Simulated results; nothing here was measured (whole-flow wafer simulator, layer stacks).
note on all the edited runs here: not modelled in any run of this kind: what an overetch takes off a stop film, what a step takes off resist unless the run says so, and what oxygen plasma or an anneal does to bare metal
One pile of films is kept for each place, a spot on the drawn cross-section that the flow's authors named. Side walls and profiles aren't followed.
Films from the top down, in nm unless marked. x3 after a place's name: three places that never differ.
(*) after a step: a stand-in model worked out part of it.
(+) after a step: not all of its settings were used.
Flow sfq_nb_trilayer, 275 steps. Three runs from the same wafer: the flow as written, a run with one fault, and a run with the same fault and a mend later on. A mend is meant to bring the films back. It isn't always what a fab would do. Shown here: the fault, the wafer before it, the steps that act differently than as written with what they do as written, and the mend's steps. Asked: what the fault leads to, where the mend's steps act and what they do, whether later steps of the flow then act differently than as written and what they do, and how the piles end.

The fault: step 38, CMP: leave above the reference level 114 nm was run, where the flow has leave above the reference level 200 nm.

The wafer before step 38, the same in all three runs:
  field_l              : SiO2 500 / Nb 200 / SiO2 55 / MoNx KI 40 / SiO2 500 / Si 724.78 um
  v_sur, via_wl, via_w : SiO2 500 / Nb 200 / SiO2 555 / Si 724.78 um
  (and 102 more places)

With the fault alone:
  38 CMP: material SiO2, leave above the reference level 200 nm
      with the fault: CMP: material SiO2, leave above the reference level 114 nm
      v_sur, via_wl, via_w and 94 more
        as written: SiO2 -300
        with the fault: SiO2 -386
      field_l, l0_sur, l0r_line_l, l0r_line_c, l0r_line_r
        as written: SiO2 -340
        with the fault: SiO2 -426
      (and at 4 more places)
  Later steps of the flow that act differently than as written (4 more steps differ only slightly, by at most 2% or 0.5 nm, whichever is larger, and aren't shown):
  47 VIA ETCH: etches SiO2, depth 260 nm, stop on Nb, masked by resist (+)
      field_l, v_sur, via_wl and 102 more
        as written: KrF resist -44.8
        with the fault: KrF resist -29.4
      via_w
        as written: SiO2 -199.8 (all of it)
        with the fault: SiO2 -113.8 (all of it)
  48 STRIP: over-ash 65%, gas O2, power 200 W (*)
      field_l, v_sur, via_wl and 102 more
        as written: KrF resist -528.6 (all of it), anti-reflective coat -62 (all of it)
        with the fault: KrF resist -544 (all of it), anti-reflective coat -62 (all of it)
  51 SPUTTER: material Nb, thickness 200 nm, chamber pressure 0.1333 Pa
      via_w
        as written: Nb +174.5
        with the fault: Nb +191.7
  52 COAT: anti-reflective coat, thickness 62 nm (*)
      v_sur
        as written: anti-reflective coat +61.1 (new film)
        with the fault: anti-reflective coat +56.7 (new film)
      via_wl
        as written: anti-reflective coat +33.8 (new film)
        with the fault: anti-reflective coat +31.9 (new film)
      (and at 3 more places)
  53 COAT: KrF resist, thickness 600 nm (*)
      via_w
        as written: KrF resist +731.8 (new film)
        with the fault: KrF resist +656 (new film)
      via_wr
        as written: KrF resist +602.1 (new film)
        with the fault: KrF resist +615 (new film)
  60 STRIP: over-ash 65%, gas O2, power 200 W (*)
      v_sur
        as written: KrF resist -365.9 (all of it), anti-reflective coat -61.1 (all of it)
        with the fault: KrF resist -376.6 (all of it), anti-reflective coat -56.7 (all of it)
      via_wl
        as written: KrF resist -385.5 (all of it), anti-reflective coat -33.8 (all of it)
        with the fault: KrF resist -397.3 (all of it), anti-reflective coat -31.9 (all of it)
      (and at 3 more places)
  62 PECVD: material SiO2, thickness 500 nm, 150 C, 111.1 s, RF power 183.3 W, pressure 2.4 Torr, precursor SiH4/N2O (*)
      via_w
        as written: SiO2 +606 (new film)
        with the fault: SiO2 +500 (new film)
  At the end the piles differ from the flow's by more than 2% or 0.5 nm, whichever is larger, at field_l, v_sur, via_wl and 103 more.
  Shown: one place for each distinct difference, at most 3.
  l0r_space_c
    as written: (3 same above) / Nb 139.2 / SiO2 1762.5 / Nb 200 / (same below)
    with the fault: (3 same above) / Nb 139.2 / SiO2 1676.5 / Nb 200 / (same below)
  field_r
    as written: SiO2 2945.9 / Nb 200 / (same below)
    with the fault: SiO2 2859.9 / Nb 200 / (same below)
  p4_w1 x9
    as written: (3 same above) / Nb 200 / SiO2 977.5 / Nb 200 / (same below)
    with the fault: (3 same above) / Nb 200 / SiO2 891.5 / Nb 200 / (same below)

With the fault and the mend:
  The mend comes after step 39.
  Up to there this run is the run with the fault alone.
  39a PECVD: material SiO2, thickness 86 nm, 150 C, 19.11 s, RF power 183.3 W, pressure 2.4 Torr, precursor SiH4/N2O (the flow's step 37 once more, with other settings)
      field_l, v_sur, via_wl and 103 more
        SiO2 +86
  No later step of the flow acts differently than as written at any place that is followed.
  At the end the piles are the same as the flow's at every place that both follow.
